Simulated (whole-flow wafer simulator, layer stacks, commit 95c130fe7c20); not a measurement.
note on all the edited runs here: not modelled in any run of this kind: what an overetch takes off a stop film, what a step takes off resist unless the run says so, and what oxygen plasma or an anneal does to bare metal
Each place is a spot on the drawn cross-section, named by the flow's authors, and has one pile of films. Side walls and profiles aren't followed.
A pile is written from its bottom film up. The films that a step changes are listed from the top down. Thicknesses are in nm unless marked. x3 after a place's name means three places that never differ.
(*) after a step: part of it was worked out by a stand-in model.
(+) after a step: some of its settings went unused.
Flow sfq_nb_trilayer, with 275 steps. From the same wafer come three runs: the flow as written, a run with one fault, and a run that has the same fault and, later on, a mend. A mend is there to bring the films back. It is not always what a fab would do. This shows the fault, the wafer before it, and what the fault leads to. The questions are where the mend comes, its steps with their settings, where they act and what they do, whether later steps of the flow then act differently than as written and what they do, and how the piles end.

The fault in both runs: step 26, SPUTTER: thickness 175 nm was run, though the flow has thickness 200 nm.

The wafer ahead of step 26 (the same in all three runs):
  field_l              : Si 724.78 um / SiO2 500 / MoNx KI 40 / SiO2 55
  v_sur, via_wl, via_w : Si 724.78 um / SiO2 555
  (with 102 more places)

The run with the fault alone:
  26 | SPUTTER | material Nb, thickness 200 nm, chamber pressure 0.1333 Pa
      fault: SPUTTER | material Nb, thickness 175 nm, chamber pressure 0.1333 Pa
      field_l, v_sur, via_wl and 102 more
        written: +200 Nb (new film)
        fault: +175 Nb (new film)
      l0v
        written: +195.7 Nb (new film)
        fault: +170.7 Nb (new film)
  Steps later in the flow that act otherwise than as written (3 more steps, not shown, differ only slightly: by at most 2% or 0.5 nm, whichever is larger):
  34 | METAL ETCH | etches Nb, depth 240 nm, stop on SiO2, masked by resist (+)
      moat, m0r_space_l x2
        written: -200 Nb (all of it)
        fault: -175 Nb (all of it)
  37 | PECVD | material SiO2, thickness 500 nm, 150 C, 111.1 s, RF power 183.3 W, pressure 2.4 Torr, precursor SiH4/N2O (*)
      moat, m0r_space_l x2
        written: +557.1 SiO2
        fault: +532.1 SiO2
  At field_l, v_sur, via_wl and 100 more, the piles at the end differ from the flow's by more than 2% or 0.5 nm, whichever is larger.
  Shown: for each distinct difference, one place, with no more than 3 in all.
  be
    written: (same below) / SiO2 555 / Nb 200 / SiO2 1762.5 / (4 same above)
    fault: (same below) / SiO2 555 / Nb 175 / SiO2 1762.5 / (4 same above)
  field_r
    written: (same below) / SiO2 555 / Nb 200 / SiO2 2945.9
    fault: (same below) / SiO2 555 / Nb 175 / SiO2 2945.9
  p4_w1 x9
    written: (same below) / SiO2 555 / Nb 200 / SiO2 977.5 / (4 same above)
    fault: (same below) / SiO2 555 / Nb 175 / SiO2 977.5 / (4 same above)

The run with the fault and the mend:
  The mend stands after step 32.
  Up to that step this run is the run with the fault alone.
  32a | STRIP | over-ash 65%, gas O2, power 200 W (*)
      p4_fl x3, p4_w1 x9, p4_g1 x2 and 57 more
        -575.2 KrF resist (all of it), -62 anti-reflective coat (all of it)
      jj_sur, ce_l, c5j and 6 more
        -581.9 KrF resist (all of it), -63.6 anti-reflective coat (all of it)
      l0r_line_l, l0r_line_c, l0r_line_r
        -571.4 KrF resist (all of it), -59 anti-reflective coat (all of it)
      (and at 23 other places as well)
  32b | SPUTTER | material Nb, thickness 25 nm, chamber pressure 0.1333 Pa (the flow's step 26, run once more with other settings)
      field_l, via_wl, via_w and 100 more
        +25 Nb
      v_sur
        +24.1 Nb
      lsp_r
        +24.6 Nb
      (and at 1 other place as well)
  32c | COAT | anti-reflective coat, thickness 62 nm (*) (the flow's step 27, run once more)
      p4_fl x3, p4_w1 x9, p4_g1 x2 and 59 more
        +62 anti-reflective coat (new film)
      gap, jj_sur, ce_l and 8 more
        +63.6 anti-reflective coat (new film)
      via_v, wire, ln_m5, lsp_m, ln_m6
        +63.8 anti-reflective coat (new film)
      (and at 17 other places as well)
  32d | COAT | KrF resist, thickness 600 nm (*) (the flow's step 28, run once more)
      p4_fl x3, p4_w1 x9, p4_g1 x2 and 59 more
        +600 KrF resist (new film)
      jj_sur, ce_l, c5j, res, r_end
        +606.7 KrF resist (new film)
      ce_r, sp_r, be_r, r_sur
        +606.6 KrF resist (new film)
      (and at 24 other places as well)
  32e | SOFTBAKE | KrF resist (the flow's step 29, run once more)
      does not change any film at any place that is followed
  32f | EXPOSE | photomask M0, dose 12.2 mJ/cm2, NA 0.6, wavelength 248 nm (*) (the flow's step 30, run once more)
      does not change any film at any place that is followed
  32g | PEB | KrF resist, 90 s (the flow's step 31, run once more)
      p4_fl x3, p4_w1 x9, p4_g1 x2 and 62 more
        -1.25 KrF resist
      v_sur, via_wr, via_sp and 21 more
        -1.27 KrF resist
      field_l, l0_sur
        -1.23 KrF resist
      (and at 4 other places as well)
  32h | DEVELOP | KrF resist, thickness 600 nm, 60 s (the flow's step 32, run once more)
      field_l, v_sur, via_wl and 100 more
        -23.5 KrF resist
      m0r_space_l x2
        -598.7 KrF resist (all of it)
      moat
        -605.5 KrF resist (all of it)
  Later steps of the flow that are run all act as written at every place that is followed, up to a difference of at most 2% or 0.5 nm, whichever is larger.
  The piles end only slightly different from the flow's at the places that both follow, by no more than 2% or 0.5 nm, whichever is larger.
